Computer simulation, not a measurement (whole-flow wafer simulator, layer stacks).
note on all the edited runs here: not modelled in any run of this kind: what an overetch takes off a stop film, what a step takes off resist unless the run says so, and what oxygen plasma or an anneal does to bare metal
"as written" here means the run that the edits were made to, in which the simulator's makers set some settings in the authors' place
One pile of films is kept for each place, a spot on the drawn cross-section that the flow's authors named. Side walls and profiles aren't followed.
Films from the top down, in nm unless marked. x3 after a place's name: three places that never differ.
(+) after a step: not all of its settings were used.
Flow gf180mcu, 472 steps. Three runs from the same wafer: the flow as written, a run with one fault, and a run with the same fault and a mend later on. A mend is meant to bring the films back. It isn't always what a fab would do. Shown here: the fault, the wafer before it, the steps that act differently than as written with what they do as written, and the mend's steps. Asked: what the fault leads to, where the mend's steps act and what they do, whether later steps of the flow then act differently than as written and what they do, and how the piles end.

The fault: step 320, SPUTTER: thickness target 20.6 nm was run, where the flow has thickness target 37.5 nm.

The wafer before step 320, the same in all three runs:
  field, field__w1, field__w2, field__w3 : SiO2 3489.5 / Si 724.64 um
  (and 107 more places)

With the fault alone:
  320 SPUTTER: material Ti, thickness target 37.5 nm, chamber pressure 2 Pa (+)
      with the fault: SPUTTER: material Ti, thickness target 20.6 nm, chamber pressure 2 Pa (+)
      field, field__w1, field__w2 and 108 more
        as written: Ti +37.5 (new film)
        with the fault: Ti +20.6 (new film)
  Later steps of the flow that act differently than as written:
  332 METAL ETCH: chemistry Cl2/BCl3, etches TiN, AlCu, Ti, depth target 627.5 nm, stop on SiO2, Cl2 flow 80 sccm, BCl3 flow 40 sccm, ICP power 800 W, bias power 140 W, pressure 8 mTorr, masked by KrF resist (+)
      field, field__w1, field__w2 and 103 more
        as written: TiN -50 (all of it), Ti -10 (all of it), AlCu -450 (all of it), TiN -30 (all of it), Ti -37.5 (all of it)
        with the fault: TiN -50 (all of it), Ti -10 (all of it), AlCu -450 (all of it), TiN -30 (all of it), Ti -20.6 (all of it)
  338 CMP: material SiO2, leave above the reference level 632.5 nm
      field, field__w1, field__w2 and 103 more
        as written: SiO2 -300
        with the fault: SiO2 -316.9
  At the end the piles differ from the flow's by more than 2% or 0.5 nm, whichever is larger, at field__w8, contact, m1, m1__w1, m1_nw.
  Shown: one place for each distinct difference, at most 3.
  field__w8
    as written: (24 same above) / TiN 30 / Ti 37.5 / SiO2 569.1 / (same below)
    with the fault: (24 same above) / TiN 30 / Ti 20.6 / SiO2 569.1 / (same below)
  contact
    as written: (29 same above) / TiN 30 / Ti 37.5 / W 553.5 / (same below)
    with the fault: (29 same above) / TiN 30 / Ti 20.6 / W 553.5 / (same below)

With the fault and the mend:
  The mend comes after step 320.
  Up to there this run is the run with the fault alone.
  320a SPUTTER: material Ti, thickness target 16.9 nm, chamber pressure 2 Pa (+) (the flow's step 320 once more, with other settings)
      field, field__w1, field__w2 and 108 more
        Ti +16.9
  No later step of the flow acts differently than as written at any place that is followed.
  At the end the piles are the same as the flow's at every place that both follow.
